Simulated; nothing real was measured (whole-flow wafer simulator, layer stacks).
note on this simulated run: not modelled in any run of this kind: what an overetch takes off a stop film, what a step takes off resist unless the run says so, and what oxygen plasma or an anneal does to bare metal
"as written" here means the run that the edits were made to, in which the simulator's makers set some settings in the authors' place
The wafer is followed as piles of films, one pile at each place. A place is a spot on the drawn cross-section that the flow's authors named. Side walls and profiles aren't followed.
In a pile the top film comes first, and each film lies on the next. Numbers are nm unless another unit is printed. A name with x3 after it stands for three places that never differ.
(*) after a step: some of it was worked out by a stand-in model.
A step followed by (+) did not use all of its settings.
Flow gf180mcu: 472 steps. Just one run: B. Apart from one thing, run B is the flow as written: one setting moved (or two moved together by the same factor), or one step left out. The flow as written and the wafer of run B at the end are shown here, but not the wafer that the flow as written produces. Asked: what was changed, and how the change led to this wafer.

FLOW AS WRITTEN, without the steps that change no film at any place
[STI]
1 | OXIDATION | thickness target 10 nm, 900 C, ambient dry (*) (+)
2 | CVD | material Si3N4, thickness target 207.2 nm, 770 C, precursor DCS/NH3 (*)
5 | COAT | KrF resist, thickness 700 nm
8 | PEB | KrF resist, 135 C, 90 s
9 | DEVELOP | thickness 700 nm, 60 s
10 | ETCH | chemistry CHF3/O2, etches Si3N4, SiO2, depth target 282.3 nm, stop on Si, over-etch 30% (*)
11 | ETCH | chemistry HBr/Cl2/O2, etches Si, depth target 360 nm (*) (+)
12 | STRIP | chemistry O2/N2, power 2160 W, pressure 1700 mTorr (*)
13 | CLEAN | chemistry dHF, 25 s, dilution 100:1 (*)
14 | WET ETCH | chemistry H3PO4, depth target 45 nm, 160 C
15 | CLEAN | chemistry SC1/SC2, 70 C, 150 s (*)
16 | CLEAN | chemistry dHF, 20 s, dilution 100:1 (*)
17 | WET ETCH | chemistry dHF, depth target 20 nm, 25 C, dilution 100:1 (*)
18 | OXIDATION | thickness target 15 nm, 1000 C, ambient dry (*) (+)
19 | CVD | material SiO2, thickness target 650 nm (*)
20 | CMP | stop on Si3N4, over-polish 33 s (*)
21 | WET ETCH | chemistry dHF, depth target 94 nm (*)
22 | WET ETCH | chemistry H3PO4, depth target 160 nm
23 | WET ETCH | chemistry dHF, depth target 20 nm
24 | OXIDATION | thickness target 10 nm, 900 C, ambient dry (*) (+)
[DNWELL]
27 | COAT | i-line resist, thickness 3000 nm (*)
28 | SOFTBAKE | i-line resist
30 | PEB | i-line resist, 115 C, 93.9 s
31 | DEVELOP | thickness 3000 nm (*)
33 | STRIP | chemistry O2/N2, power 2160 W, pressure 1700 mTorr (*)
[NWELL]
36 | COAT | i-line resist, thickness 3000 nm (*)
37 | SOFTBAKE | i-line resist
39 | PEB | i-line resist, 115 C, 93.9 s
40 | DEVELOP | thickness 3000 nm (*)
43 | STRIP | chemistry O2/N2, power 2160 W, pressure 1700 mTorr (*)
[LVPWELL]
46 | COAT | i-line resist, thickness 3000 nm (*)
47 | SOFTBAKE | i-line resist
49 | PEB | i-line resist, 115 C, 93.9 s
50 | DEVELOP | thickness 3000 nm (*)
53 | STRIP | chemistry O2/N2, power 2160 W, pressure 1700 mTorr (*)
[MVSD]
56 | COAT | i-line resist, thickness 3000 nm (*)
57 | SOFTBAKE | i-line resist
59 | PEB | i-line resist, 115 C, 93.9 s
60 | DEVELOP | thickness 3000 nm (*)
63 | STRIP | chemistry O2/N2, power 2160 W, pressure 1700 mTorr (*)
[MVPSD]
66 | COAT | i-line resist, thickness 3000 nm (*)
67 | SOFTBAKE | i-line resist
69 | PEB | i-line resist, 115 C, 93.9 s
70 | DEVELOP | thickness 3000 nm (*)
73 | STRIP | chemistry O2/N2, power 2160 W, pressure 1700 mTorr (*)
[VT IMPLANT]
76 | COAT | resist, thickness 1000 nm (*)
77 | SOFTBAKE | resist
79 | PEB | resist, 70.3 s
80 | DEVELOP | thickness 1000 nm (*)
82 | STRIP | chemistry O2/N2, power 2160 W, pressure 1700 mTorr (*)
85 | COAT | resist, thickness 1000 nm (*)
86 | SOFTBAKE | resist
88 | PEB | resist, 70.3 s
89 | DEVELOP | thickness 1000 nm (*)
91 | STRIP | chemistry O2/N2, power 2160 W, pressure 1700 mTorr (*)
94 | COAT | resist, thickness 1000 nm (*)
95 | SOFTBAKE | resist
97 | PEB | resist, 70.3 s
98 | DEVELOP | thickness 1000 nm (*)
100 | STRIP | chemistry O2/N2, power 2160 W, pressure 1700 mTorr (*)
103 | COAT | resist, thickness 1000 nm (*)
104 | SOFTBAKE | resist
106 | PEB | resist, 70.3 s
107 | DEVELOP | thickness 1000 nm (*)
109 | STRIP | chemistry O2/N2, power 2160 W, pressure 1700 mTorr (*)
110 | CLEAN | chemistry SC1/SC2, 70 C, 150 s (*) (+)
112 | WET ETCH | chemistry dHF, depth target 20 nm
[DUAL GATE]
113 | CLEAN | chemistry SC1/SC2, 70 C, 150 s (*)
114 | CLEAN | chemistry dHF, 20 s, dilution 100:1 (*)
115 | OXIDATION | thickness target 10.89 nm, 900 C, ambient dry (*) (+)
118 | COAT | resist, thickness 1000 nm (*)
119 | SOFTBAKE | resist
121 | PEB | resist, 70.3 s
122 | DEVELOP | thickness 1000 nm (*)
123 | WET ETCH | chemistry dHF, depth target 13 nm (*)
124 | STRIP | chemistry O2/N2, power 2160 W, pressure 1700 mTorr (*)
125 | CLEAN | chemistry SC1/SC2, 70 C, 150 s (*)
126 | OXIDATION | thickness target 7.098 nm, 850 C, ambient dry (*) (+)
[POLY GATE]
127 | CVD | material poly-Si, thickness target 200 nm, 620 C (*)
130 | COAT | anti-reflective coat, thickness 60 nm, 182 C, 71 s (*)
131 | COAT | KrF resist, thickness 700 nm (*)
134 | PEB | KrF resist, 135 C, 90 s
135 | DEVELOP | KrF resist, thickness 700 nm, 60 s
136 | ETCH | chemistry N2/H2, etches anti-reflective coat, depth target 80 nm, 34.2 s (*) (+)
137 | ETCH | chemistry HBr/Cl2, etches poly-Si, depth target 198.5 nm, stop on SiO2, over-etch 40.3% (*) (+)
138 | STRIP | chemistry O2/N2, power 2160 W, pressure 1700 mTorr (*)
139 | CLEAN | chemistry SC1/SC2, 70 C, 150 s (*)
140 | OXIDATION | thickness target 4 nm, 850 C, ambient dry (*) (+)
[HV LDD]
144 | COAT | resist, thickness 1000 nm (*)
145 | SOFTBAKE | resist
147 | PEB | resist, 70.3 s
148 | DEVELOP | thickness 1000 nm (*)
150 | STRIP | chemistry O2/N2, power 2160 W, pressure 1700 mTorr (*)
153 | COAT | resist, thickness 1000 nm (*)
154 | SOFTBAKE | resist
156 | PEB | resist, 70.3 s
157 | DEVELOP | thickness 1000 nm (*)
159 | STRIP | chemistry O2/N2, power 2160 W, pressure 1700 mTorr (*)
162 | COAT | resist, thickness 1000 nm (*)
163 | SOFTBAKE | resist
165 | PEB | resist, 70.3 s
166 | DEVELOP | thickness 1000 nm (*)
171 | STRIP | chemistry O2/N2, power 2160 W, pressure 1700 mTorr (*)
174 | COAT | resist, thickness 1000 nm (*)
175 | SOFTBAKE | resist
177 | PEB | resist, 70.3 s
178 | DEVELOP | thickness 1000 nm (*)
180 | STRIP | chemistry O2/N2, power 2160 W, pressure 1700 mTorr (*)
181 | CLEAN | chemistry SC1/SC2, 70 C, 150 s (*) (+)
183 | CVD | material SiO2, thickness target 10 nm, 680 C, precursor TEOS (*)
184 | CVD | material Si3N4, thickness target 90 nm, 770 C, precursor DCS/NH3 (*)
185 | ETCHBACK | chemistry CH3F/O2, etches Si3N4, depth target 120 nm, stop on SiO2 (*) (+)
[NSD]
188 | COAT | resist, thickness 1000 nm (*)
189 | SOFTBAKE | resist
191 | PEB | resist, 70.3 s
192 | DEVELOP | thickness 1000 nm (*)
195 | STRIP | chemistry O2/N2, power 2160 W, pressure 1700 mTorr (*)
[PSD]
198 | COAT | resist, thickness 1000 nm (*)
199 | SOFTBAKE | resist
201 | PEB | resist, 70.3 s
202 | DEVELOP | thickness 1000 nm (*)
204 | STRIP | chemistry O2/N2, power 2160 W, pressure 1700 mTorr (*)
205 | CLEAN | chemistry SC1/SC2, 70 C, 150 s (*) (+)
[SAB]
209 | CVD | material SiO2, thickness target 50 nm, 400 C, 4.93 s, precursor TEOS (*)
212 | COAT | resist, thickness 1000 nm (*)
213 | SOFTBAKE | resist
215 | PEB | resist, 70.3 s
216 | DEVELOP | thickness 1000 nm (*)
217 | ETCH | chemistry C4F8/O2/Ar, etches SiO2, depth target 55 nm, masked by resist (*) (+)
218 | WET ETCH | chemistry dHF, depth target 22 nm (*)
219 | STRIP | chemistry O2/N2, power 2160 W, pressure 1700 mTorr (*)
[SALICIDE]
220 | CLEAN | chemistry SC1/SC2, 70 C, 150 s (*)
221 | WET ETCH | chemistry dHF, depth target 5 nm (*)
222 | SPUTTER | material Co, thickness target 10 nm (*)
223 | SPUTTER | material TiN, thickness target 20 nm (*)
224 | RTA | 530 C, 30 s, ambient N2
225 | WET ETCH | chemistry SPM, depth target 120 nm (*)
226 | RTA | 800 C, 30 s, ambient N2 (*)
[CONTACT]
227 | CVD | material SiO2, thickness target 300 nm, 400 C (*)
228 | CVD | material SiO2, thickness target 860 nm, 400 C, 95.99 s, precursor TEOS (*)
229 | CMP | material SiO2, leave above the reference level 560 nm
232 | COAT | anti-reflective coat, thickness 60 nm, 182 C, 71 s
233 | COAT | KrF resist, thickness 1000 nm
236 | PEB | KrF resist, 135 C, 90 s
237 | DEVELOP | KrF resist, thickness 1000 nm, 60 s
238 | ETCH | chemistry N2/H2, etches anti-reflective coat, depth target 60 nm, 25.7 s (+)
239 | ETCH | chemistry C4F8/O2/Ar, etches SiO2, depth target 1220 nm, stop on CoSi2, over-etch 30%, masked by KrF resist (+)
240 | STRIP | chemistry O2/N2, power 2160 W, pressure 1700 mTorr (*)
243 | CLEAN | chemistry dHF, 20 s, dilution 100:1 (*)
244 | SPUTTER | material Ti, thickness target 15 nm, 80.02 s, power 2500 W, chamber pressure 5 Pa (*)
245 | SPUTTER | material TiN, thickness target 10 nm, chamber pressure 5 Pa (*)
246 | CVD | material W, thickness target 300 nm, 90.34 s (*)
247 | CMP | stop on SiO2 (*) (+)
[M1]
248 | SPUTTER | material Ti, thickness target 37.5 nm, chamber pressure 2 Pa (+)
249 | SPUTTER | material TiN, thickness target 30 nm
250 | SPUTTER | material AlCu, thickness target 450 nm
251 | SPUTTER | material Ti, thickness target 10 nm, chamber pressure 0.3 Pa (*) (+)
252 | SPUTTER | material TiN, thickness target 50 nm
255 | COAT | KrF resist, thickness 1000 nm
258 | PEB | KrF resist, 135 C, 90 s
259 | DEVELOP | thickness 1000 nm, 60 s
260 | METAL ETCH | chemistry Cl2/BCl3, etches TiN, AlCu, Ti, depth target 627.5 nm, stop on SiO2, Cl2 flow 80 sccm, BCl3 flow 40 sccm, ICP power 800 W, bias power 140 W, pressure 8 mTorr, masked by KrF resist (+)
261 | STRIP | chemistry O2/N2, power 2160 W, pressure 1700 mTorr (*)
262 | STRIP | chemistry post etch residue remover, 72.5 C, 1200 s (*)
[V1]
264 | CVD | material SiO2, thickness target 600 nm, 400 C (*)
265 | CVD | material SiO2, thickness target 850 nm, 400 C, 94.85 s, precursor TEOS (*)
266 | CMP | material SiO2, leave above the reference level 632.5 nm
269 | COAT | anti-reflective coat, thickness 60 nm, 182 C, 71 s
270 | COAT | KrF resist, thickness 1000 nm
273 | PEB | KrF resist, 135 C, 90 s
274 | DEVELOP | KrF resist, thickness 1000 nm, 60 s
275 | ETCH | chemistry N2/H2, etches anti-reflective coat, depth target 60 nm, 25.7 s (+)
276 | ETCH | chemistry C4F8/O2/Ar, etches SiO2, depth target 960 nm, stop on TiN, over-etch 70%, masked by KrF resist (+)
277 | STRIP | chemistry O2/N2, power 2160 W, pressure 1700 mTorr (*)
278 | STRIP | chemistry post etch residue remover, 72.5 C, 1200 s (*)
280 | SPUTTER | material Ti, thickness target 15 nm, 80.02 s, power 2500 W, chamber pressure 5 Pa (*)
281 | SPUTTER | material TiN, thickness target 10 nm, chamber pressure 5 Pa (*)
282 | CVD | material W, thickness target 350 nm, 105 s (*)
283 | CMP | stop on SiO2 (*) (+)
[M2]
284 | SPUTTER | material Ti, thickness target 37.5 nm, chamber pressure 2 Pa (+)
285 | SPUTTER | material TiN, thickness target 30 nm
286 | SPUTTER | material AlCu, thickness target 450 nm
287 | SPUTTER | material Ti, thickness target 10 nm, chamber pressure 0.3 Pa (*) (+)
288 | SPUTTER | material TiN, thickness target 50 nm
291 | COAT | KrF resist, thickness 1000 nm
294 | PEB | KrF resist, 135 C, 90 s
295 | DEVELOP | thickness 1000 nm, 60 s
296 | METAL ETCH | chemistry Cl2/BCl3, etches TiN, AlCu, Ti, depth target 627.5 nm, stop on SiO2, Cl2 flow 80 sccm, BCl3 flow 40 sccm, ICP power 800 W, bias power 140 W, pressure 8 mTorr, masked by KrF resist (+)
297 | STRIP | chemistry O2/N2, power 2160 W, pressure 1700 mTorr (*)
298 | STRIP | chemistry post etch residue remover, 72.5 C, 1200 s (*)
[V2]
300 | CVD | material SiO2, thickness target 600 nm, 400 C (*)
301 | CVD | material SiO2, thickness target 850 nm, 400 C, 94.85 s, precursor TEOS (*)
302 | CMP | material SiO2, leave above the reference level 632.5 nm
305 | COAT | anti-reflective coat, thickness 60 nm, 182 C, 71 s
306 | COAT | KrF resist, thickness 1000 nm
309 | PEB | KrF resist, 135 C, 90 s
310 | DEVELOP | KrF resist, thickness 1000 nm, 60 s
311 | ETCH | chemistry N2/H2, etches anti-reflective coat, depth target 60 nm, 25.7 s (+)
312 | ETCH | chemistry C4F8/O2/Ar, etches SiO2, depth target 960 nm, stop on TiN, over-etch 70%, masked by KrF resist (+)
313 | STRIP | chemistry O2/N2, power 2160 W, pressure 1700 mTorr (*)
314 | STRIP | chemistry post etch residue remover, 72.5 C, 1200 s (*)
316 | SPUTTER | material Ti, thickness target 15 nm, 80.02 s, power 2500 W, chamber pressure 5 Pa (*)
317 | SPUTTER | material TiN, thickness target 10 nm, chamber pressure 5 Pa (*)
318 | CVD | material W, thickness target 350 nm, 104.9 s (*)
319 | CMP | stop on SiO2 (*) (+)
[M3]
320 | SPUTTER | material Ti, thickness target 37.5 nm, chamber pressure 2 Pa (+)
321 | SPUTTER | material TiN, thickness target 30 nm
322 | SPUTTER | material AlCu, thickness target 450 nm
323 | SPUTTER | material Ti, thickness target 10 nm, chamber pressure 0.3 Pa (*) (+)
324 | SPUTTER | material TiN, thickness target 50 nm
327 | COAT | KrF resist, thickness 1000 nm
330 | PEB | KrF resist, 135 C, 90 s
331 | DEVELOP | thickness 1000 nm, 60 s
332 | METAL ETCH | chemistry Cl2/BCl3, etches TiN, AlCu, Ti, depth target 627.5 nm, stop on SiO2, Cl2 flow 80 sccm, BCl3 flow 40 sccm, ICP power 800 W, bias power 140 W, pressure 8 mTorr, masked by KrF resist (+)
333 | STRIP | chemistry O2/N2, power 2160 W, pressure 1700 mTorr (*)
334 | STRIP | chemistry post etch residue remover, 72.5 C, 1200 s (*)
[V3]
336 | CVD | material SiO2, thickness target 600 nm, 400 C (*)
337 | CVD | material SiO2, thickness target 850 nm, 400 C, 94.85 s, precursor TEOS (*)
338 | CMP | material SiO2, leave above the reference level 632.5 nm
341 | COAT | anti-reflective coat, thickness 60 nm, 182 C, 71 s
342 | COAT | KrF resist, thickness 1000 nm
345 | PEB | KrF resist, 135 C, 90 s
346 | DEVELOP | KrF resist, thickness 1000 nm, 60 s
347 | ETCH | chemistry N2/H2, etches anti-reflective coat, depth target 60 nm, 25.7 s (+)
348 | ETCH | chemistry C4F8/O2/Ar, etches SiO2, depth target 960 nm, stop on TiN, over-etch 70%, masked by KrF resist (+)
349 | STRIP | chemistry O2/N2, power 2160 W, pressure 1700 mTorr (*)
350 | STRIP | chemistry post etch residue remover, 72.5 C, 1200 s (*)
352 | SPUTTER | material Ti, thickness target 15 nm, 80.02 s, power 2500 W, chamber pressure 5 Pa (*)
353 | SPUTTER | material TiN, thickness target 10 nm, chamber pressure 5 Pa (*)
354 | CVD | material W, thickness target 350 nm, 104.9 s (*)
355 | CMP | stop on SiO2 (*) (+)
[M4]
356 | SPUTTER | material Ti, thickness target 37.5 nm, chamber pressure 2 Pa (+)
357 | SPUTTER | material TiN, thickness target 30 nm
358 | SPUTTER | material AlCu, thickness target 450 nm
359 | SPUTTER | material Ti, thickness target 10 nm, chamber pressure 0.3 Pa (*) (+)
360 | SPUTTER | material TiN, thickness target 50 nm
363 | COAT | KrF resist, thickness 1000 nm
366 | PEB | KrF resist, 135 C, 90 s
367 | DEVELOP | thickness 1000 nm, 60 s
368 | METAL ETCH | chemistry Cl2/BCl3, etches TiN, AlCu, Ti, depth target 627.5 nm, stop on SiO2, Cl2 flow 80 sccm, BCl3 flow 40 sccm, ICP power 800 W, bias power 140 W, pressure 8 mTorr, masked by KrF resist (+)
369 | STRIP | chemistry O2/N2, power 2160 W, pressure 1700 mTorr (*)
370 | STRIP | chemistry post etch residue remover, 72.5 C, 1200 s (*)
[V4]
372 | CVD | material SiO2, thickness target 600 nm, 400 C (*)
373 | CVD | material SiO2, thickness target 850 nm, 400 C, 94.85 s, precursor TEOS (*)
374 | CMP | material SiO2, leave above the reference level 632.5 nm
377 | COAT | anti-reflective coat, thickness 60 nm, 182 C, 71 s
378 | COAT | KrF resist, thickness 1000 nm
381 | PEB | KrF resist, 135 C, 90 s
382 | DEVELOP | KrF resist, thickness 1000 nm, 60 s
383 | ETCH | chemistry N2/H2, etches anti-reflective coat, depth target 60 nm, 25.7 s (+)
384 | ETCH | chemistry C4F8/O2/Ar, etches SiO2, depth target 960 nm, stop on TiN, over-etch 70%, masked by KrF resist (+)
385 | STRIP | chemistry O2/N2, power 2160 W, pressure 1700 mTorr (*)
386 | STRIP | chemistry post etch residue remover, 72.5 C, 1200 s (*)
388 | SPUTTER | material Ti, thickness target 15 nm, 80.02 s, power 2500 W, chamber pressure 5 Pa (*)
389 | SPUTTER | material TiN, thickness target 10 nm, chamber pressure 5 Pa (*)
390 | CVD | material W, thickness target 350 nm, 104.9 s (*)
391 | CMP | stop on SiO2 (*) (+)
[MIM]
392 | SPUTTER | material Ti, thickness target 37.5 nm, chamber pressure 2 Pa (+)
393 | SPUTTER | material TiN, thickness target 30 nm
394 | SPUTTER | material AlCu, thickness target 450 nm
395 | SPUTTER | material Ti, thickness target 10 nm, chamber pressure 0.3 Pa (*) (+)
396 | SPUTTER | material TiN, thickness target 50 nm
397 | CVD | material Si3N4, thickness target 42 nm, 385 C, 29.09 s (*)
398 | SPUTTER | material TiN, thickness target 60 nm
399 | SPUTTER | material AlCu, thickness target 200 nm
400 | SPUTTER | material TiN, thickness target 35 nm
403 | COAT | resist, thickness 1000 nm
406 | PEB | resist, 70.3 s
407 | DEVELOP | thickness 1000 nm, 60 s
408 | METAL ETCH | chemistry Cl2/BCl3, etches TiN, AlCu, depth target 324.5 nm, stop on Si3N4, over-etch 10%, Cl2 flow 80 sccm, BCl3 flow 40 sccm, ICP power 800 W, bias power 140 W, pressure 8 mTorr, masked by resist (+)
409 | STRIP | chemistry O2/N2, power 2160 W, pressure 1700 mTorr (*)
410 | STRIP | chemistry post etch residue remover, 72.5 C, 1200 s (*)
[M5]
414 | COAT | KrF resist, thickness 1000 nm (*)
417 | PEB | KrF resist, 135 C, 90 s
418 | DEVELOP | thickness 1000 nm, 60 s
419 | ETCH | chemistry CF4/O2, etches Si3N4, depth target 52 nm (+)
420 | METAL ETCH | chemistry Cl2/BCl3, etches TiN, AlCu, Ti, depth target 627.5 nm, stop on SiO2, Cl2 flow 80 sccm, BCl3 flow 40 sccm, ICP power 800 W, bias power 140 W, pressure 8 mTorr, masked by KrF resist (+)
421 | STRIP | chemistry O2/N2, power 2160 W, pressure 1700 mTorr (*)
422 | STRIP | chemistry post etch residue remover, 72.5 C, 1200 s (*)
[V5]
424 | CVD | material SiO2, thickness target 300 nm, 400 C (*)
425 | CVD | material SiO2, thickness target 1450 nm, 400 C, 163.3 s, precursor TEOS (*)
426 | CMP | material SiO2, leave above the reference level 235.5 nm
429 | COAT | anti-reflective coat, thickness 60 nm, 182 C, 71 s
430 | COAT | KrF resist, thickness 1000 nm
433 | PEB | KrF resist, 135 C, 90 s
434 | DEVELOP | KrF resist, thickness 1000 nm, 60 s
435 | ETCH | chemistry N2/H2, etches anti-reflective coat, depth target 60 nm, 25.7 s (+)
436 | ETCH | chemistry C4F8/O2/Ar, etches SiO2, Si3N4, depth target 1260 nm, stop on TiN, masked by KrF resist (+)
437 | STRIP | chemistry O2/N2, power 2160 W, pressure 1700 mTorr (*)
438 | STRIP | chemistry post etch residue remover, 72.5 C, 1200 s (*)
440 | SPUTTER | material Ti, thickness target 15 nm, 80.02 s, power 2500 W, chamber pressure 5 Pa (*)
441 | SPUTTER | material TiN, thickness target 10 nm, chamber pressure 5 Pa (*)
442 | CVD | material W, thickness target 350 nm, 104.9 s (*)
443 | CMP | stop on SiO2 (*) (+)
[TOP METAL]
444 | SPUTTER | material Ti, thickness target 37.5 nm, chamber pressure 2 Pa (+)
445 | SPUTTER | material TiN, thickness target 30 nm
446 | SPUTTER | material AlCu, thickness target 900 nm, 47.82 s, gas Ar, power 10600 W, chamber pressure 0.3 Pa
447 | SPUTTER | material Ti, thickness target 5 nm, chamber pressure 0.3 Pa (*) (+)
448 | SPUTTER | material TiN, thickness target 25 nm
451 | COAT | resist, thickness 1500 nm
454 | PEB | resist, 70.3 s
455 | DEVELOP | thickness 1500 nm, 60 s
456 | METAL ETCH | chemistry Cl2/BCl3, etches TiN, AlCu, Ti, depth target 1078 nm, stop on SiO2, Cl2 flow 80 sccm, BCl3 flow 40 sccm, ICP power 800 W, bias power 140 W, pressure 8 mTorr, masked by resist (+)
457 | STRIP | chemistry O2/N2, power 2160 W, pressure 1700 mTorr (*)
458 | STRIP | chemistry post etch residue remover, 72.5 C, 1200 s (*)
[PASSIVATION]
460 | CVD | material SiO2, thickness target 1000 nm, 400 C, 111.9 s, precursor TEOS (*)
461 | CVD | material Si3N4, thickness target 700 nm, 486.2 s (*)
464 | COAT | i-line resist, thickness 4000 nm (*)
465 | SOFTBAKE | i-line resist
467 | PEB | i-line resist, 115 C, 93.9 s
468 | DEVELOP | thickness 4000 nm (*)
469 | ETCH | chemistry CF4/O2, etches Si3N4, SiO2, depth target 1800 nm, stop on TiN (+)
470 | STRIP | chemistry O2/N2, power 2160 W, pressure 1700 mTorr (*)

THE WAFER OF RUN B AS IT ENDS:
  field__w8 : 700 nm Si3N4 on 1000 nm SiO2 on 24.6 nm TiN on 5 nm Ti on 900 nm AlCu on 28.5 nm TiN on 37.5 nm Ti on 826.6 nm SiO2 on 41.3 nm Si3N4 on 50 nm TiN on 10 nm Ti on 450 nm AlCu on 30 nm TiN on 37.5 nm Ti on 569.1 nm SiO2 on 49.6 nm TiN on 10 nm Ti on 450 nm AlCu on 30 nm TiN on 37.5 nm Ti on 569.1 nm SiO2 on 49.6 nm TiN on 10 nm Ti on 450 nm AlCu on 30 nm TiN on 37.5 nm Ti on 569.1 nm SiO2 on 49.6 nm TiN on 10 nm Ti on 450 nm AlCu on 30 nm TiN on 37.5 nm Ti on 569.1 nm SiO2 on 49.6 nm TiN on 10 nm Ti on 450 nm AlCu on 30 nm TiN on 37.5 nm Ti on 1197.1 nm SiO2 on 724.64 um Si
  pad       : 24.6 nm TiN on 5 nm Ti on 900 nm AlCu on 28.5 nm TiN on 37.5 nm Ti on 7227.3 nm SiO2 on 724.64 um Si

What caused this: step 445, SPUTTER: thickness target 28.5 nm was run, whereas the flow has thickness target 30 nm.
The wafer itself shows it: field__w8 has TiN 28.5, and step 445 as written asks for 30 nm.

Step by step, how the change led to this:
  445 | SPUTTER | material TiN, thickness target 30 nm
      field, field__w1, field__w2 and 109 more: +28.5 TiN (new film) (in the flow as written it would be: +30 TiN (new film))
  456 | METAL ETCH | chemistry Cl2/BCl3, etches TiN, AlCu, Ti, depth target 1078 nm, stop on SiO2, Cl2 flow 80 sccm, BCl3 flow 40 sccm, ICP power 800 W, bias power 140 W, pressure 8 mTorr, masked by resist (+)
      field, field__w1, field__w2 and 103 more: -25 TiN (all of it), -5 Ti (all of it), -900 AlCu (all of it), -28.5 TiN (all of it), -37.5 Ti (all of it) (in the flow as written it would be: -25 TiN (all of it), -5 Ti (all of it), -900 AlCu (all of it), -30 TiN (all of it), -37.5 Ti (all of it))
